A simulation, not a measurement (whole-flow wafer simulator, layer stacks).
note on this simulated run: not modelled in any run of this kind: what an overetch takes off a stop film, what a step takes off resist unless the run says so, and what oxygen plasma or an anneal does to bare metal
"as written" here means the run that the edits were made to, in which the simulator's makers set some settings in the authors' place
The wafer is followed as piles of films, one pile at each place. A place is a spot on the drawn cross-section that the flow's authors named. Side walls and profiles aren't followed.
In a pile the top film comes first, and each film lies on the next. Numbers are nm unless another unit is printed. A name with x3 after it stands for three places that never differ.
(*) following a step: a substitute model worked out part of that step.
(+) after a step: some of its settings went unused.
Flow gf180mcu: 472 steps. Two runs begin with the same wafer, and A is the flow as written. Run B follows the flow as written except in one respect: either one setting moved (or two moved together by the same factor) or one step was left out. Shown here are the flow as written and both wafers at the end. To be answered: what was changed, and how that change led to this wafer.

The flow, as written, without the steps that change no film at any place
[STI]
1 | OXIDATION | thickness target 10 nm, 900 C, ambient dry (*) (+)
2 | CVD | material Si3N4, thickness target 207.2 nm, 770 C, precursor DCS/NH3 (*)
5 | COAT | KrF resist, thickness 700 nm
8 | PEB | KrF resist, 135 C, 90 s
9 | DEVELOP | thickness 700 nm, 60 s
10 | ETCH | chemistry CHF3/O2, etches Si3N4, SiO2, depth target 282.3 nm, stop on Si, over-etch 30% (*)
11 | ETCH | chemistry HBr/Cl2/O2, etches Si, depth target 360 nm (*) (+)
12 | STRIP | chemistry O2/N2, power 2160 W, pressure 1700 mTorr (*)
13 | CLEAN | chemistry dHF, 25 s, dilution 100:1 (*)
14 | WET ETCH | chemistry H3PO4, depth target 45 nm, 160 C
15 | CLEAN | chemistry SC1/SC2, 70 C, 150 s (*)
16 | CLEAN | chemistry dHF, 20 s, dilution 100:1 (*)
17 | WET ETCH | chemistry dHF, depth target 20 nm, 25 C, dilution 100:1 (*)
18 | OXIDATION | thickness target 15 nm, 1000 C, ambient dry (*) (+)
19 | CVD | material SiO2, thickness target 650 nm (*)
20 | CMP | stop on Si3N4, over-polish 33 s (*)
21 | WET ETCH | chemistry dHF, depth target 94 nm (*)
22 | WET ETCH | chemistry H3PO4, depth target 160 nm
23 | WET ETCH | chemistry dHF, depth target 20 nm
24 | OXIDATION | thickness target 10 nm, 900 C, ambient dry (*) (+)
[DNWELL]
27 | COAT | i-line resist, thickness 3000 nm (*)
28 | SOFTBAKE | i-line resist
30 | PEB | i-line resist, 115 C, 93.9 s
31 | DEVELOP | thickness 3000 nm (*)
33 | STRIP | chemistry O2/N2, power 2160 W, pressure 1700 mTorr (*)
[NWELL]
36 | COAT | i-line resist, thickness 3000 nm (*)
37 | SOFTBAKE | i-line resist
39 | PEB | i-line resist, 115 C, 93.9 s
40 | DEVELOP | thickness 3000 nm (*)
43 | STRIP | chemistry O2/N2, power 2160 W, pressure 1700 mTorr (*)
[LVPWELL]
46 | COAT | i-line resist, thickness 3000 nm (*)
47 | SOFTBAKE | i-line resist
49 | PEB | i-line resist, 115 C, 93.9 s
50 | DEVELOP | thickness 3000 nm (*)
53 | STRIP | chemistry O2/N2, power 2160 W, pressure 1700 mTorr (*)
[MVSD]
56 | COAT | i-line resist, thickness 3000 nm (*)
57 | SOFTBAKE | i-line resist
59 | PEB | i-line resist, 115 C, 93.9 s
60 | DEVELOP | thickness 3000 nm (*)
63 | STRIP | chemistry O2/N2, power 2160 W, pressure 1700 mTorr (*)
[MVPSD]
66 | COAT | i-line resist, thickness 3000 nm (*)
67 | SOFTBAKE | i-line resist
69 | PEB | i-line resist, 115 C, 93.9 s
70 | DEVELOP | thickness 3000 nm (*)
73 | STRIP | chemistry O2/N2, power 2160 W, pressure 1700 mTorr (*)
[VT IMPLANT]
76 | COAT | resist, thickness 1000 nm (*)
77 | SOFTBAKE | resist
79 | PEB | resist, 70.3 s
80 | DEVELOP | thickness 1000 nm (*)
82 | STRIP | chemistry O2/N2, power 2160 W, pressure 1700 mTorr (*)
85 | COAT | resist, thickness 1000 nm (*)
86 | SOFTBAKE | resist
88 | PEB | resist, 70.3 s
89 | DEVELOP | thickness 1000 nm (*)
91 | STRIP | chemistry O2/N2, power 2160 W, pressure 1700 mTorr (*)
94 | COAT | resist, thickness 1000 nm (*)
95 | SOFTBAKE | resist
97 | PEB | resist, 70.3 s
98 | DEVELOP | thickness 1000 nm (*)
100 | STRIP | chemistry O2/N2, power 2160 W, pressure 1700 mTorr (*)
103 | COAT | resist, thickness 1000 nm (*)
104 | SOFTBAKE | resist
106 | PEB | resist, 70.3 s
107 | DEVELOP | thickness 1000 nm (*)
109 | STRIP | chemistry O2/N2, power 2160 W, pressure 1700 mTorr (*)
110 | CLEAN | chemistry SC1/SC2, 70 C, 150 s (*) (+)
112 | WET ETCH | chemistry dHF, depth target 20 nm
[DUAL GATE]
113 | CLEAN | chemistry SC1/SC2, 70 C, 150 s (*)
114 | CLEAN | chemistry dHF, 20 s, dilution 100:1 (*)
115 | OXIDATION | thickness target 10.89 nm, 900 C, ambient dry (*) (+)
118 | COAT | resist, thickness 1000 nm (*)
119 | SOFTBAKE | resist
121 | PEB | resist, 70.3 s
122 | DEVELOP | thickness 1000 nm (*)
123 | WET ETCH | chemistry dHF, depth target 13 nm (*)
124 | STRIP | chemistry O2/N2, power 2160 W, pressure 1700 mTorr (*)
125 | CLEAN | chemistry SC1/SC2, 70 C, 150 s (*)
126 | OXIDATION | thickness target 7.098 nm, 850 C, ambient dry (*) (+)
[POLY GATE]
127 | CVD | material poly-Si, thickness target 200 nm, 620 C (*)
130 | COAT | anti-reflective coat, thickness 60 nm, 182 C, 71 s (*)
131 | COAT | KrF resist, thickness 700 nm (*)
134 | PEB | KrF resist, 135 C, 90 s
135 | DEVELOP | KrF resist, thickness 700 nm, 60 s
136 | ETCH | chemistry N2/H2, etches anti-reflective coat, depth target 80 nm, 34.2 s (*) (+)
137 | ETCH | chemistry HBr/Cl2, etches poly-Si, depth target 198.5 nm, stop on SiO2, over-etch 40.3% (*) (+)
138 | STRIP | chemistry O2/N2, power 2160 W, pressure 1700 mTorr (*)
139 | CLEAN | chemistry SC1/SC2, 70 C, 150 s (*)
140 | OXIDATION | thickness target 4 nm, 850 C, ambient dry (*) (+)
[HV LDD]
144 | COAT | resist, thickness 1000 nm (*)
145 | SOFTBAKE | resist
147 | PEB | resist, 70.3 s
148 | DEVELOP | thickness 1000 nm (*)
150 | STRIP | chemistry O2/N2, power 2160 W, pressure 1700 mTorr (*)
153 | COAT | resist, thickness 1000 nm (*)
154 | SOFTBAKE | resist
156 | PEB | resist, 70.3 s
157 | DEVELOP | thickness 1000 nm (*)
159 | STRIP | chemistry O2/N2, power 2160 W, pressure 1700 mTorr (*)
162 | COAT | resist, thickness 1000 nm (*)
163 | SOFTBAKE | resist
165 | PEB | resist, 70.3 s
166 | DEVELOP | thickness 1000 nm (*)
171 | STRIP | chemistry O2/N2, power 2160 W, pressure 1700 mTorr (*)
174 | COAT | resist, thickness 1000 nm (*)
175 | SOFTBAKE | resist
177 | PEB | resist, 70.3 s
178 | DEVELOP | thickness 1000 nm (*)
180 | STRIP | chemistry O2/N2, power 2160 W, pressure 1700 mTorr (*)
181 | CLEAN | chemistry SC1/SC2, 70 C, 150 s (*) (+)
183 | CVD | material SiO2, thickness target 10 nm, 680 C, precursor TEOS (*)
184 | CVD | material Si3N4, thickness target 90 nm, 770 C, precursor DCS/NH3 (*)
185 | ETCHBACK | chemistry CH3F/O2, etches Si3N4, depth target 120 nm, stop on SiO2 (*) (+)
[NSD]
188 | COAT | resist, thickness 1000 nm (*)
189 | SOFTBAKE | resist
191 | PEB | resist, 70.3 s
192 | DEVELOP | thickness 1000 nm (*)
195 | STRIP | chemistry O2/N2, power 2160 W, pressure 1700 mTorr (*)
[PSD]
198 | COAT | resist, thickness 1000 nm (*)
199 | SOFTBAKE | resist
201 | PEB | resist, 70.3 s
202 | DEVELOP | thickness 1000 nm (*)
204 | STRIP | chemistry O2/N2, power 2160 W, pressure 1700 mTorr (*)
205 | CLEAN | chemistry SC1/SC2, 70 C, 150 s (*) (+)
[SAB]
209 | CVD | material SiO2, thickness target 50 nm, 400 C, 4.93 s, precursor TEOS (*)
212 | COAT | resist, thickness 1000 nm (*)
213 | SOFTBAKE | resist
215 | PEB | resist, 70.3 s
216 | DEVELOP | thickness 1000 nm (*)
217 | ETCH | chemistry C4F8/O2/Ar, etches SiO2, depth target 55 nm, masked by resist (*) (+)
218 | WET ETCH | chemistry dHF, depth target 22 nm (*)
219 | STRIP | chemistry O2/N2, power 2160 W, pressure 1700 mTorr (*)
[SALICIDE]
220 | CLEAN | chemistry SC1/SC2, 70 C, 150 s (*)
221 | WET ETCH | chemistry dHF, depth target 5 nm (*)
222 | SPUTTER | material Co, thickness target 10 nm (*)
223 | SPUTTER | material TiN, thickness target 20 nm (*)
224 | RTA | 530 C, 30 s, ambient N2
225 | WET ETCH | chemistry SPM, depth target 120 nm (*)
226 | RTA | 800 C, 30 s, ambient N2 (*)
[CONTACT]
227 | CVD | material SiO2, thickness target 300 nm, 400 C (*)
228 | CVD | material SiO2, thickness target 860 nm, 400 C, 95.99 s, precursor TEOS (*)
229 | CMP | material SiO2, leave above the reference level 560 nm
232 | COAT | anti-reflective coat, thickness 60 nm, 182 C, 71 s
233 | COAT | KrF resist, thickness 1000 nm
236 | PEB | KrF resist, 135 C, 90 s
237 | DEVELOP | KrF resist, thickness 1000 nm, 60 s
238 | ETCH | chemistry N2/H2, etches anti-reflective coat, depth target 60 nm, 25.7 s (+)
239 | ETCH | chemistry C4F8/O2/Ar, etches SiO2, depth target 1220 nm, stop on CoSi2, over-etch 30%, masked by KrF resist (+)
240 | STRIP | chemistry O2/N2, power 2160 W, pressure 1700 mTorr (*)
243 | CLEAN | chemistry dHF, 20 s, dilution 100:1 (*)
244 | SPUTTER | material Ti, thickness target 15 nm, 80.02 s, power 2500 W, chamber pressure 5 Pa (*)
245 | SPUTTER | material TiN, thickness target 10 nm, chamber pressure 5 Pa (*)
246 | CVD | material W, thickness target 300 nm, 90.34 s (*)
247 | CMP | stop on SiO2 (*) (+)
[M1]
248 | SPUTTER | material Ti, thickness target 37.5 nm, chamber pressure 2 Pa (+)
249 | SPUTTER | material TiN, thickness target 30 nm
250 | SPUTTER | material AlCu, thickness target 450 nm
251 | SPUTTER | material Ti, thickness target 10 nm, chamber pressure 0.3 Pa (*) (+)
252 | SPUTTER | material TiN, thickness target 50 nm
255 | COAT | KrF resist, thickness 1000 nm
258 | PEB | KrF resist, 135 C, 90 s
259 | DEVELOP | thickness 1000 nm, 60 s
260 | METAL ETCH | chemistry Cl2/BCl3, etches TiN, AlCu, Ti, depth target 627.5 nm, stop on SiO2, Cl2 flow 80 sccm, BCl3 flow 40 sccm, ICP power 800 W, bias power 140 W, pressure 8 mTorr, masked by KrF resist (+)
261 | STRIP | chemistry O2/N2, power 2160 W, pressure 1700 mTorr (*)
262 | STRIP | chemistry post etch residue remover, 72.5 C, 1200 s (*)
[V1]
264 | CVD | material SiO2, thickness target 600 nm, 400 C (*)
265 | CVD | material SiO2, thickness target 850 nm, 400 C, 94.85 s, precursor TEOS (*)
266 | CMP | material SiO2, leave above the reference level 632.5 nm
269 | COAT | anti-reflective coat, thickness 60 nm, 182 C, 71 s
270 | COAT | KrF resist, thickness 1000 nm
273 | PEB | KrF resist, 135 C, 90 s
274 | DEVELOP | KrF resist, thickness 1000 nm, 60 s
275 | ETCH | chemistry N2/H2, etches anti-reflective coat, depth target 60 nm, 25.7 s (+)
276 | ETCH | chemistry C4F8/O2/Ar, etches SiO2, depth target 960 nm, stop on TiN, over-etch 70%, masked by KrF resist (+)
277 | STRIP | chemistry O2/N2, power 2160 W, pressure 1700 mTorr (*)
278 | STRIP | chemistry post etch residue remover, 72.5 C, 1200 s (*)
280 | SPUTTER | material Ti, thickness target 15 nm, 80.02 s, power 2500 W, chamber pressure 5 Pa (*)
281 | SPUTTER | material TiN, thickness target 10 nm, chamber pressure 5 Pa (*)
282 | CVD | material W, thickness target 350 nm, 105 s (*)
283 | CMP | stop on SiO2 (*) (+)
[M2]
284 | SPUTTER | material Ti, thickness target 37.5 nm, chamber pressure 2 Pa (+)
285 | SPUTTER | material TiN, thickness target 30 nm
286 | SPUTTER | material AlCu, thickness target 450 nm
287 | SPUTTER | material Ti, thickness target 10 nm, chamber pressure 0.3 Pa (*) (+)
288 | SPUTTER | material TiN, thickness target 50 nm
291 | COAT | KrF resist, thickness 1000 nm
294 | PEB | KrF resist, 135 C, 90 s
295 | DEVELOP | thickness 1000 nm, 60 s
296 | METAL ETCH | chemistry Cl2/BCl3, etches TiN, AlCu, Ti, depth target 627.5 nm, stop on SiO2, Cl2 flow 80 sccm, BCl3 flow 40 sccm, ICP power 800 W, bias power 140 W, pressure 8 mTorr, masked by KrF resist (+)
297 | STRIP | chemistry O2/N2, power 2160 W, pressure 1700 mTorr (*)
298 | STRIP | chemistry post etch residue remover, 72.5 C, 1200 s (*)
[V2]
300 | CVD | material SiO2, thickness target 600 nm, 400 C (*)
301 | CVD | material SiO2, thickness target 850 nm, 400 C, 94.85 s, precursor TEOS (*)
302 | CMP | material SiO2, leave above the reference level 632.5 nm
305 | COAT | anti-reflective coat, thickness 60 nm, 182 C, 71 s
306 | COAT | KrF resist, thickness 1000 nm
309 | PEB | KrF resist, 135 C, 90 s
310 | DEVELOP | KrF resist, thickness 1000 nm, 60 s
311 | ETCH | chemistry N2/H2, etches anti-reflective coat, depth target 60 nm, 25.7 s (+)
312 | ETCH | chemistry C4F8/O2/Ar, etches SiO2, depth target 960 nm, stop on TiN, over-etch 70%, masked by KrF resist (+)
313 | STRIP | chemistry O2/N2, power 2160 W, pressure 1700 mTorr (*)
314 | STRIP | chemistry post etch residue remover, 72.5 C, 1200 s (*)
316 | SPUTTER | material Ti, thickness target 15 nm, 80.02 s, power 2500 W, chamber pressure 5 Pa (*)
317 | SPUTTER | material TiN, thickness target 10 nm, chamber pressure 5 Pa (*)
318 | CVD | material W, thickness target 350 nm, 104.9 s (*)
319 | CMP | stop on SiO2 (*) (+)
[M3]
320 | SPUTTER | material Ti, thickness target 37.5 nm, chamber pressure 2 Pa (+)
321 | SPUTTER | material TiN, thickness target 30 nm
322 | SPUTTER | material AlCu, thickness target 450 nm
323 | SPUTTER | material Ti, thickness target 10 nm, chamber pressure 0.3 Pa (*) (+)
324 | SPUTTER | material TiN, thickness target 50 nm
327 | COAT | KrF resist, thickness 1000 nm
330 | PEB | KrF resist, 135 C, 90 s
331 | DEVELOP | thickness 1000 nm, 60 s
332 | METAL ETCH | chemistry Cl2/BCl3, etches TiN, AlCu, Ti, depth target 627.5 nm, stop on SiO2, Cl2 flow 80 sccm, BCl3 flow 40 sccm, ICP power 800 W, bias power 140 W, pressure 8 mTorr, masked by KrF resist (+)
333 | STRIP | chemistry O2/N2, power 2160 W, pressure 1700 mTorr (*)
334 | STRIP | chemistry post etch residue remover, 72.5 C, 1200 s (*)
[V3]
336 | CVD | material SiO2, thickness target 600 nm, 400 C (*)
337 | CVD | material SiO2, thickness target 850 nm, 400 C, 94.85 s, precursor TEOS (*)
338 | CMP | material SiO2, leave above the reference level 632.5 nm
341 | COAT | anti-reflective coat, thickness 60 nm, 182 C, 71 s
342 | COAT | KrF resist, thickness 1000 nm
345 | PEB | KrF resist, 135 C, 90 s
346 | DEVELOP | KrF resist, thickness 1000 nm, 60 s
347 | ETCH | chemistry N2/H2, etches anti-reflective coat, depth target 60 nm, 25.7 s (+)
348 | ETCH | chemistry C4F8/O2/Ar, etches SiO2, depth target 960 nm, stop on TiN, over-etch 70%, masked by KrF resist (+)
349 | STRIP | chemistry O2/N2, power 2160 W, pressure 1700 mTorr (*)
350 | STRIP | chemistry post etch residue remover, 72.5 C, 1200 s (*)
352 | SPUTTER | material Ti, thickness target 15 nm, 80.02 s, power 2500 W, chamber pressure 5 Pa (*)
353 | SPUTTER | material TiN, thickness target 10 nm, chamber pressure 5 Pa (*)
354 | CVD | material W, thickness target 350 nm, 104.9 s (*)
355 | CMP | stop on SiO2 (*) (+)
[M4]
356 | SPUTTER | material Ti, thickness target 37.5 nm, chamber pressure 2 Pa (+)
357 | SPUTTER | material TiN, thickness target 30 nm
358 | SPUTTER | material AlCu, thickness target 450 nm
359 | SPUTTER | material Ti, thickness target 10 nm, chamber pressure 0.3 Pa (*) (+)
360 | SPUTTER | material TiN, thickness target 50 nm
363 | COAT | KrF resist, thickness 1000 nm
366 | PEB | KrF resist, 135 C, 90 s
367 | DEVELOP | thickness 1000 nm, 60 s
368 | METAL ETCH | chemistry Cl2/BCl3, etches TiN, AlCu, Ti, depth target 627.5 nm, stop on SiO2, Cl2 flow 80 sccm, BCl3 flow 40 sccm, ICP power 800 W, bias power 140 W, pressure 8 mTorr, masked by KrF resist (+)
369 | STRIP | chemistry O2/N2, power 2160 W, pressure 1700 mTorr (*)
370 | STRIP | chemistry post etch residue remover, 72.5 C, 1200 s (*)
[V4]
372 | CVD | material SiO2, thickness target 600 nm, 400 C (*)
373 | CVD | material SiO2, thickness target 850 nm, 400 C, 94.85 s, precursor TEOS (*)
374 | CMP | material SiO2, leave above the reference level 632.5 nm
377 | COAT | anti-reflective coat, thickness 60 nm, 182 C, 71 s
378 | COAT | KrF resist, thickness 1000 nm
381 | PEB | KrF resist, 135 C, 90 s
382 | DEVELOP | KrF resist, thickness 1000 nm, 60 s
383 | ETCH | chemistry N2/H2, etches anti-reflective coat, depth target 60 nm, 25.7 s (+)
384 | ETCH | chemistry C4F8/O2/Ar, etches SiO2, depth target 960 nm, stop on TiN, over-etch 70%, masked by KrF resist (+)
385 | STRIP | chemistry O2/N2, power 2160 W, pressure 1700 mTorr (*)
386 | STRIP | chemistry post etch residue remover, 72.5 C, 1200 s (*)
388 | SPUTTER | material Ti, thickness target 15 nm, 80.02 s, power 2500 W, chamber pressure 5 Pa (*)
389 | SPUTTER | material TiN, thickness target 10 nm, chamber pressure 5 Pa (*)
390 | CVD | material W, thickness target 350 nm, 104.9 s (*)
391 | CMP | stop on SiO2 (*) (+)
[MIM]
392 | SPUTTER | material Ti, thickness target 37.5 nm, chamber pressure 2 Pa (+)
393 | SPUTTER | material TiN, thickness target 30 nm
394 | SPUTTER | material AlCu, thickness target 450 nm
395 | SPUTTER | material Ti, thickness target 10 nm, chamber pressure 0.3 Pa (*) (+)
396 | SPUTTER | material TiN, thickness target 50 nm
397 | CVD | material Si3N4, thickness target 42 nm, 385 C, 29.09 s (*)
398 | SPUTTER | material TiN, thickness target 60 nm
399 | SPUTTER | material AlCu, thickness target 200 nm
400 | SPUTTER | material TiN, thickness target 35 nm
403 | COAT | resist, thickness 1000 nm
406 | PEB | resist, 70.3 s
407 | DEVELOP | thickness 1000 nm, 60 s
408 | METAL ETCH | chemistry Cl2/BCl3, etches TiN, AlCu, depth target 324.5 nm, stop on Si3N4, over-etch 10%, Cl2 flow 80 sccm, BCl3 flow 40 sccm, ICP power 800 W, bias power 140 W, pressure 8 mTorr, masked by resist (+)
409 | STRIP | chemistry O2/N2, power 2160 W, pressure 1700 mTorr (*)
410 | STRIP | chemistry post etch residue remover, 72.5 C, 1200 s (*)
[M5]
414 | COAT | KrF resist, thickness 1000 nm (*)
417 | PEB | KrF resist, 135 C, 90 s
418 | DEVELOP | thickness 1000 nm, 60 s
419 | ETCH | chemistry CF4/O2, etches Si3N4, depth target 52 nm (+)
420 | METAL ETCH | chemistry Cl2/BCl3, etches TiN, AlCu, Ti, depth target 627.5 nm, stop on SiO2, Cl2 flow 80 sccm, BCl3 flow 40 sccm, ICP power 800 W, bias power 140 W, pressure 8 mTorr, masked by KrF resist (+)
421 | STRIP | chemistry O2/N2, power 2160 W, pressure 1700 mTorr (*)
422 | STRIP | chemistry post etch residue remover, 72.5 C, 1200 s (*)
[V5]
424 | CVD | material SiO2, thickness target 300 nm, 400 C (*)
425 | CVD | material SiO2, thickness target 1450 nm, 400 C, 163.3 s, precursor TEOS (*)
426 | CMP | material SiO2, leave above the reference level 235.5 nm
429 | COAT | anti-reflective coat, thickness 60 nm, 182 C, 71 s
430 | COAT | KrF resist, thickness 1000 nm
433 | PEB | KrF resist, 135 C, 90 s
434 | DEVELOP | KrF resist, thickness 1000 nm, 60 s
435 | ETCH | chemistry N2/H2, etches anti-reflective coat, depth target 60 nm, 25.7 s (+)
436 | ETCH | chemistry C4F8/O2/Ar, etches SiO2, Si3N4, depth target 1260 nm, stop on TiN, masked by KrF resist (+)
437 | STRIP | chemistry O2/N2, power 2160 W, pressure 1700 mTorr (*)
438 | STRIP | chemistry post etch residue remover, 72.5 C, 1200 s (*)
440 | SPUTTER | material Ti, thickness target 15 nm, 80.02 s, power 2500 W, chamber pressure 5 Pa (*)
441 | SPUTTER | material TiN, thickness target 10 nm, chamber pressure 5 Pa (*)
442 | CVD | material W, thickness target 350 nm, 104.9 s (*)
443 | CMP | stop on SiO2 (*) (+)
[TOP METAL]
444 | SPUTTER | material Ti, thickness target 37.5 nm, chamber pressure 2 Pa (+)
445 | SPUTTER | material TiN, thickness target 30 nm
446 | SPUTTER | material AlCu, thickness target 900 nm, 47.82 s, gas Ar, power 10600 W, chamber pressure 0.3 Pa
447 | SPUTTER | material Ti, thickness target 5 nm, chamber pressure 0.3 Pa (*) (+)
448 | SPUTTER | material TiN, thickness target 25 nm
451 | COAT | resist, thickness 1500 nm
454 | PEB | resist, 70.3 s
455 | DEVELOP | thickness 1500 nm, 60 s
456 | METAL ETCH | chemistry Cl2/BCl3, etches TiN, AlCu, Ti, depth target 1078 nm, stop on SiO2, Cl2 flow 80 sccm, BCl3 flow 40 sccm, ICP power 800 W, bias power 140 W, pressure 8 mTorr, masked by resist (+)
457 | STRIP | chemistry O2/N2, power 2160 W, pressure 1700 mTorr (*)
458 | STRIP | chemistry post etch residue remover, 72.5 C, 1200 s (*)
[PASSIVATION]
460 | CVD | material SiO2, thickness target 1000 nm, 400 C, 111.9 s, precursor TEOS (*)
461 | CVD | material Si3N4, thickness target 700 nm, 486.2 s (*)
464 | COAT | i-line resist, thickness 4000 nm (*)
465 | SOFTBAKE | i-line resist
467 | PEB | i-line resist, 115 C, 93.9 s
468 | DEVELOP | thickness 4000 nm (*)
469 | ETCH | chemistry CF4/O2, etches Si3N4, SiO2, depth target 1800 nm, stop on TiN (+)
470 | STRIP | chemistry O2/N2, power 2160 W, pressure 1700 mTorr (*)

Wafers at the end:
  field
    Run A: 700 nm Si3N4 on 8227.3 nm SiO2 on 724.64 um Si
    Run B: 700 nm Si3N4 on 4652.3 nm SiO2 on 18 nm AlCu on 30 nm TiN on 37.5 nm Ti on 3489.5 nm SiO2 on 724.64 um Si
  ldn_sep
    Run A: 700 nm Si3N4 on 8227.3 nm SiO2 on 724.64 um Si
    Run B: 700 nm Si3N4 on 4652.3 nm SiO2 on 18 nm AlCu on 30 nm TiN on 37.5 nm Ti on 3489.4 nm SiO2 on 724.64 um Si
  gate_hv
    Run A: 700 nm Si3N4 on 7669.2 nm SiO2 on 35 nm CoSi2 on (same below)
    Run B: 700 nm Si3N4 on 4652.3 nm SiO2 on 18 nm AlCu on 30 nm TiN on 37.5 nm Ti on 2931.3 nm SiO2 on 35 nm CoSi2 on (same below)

What caused this: step 332, METAL ETCH: depth target 486.3 nm was run, though the flow has depth target 627.5 nm.

Step by step, how the change led to this:
  332 | METAL ETCH | chemistry Cl2/BCl3, etches TiN, AlCu, Ti, depth target 627.5 nm, stop on SiO2, Cl2 flow 80 sccm, BCl3 flow 40 sccm, ICP power 800 W, bias power 140 W, pressure 8 mTorr, masked by KrF resist (+)
      field, field__w1, field__w2 and 103 more: A -50 TiN (all of it), -10 Ti (all of it), -450 AlCu (all of it), -30 TiN (all of it), -37.5 Ti (all of it) | B -50 TiN (all of it), -10 Ti (all of it), -426.3 AlCu
      field__w8, contact, m1, m1__w1, m1_nw: A -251 KrF resist | B -194.5 KrF resist
  333 | STRIP | chemistry O2/N2, power 2160 W, pressure 1700 mTorr (*)
      field__w8, contact, m1, m1__w1, m1_nw: A -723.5 KrF resist (all of it) | B -780 KrF resist (all of it)
  334 | STRIP | chemistry post etch residue remover, 72.5 C, 1200 s (*)
      field, field__w1, field__w2 and 103 more: A nothing | B -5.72 AlCu
  336 | CVD | material SiO2, thickness target 600 nm, 400 C (*)
      field, field__w1, field__w2 and 103 more: A +600 SiO2 | B +600 SiO2 (new film)
  338 | CMP | material SiO2, leave above the reference level 632.5 nm
      field, field__w1, field__w2 and 103 more: A -300 SiO2 | B -385.5 SiO2
With metal films that touch counted as one body, field has 1 body; the flow as written gives 0 bodies.
With metal films that touch counted as one body, ldn_sep has 1 body; the flow as written gives 0 bodies.
With metal films that touch counted as one body, gate_hv has 2 bodies (between them, from the top down: SiO2 2931.3); the flow as written gives 1 body.
